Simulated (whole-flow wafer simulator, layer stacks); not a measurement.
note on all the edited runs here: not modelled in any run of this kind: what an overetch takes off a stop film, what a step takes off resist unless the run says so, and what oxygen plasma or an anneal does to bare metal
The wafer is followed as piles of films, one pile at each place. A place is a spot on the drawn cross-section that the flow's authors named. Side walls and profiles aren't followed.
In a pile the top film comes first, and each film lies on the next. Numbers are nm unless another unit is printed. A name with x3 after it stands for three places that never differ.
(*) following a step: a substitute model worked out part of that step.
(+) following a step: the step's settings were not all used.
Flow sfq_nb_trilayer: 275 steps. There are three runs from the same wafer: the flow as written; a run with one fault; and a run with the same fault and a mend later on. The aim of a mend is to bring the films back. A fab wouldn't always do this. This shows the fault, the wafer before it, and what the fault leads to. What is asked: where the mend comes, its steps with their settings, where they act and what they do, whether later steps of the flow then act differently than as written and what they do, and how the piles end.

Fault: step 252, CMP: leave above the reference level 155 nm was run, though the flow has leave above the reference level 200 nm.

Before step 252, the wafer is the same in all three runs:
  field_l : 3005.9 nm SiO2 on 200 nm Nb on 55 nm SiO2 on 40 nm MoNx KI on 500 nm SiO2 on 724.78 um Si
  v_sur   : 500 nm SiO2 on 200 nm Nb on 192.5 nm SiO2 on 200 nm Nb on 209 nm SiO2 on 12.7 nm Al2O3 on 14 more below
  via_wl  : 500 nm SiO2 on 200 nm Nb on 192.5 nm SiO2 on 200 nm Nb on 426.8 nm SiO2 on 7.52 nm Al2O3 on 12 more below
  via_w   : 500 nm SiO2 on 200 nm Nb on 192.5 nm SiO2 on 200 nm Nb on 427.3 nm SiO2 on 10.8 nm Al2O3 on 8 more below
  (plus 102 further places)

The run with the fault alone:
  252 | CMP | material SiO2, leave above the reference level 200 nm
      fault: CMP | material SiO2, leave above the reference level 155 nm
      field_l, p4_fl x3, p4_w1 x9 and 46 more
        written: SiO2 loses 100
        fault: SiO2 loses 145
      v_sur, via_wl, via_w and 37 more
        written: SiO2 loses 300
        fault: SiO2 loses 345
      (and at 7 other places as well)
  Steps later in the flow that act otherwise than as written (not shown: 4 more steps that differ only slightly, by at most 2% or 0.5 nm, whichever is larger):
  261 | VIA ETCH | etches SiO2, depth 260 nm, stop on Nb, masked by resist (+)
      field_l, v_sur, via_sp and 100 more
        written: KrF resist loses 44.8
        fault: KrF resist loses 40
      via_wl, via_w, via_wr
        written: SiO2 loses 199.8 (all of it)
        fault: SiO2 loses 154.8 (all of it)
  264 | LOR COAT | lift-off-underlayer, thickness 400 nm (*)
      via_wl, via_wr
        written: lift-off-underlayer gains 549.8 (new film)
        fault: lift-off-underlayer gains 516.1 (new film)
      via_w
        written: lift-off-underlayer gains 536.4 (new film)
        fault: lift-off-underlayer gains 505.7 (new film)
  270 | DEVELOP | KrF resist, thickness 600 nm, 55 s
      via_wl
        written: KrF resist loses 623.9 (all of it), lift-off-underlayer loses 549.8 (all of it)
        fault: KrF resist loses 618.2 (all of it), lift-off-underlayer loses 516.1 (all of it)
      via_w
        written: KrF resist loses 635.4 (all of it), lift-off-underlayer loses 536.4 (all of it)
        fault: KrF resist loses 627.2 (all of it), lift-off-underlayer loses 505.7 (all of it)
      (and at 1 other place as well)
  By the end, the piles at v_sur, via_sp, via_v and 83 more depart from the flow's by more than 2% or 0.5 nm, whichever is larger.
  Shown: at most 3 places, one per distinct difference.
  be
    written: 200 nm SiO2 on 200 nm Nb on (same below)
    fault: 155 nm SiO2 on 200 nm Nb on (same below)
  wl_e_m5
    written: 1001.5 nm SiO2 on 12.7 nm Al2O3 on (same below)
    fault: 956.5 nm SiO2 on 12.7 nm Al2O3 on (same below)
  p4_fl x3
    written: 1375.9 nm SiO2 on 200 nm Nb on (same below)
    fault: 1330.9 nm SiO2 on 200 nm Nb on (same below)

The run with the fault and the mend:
  The mend stands after step 259.
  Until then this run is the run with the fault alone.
  259a | STRIP | over-ash 65%, gas O2, power 200 W (*)
      field_l, v_sur, via_sp and 100 more
        KrF resist loses 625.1 (all of it), anti-reflective coat loses 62 (all of it)
      via_wl, via_w, via_wr
        anti-reflective coat loses 62 (all of it)
  259b | PECVD | material SiO2, thickness 45 nm, 150 C, 10 s, RF power 183.3 W, pressure 2.4 Torr, precursor SiH4/N2O (the flow's step 251, run once more with other settings)
      field_l, v_sur, via_wl and 103 more
        SiO2 gains 45
  259c | COAT | anti-reflective coat, thickness 62 nm (the flow's step 254, run once more)
      field_l, v_sur, via_wl and 103 more
        anti-reflective coat gains 62 (new film)
  259d | COAT | KrF resist, thickness 650 nm (the flow's step 255, run once more)
      field_l, v_sur, via_wl and 103 more
        KrF resist gains 650 (new film)
  259e | SOFTBAKE | KrF resist (the flow's step 256, run once more)
      alters no film at any place that is followed
  259f | EXPOSE | photomask I7, dose 11.93 mJ/cm2, NA 0.6, wavelength 248 nm (*) (the flow's step 257, run once more)
      alters no film at any place that is followed
  259g | PEB | KrF resist, 90 s (the flow's step 258, run once more)
      field_l, v_sur, via_wl and 103 more
        KrF resist loses 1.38
  259h | DEVELOP | KrF resist, thickness 650 nm, 60 s (the flow's step 259, run once more)
      field_l, v_sur, via_sp and 100 more
        KrF resist loses 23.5
      via_wl, via_w, via_wr
        KrF resist loses 648.6 (all of it)
  Every later step of the flow that is run acts as written at every place that is followed.
  By the end, the piles equal the flow's at every place that both follow.
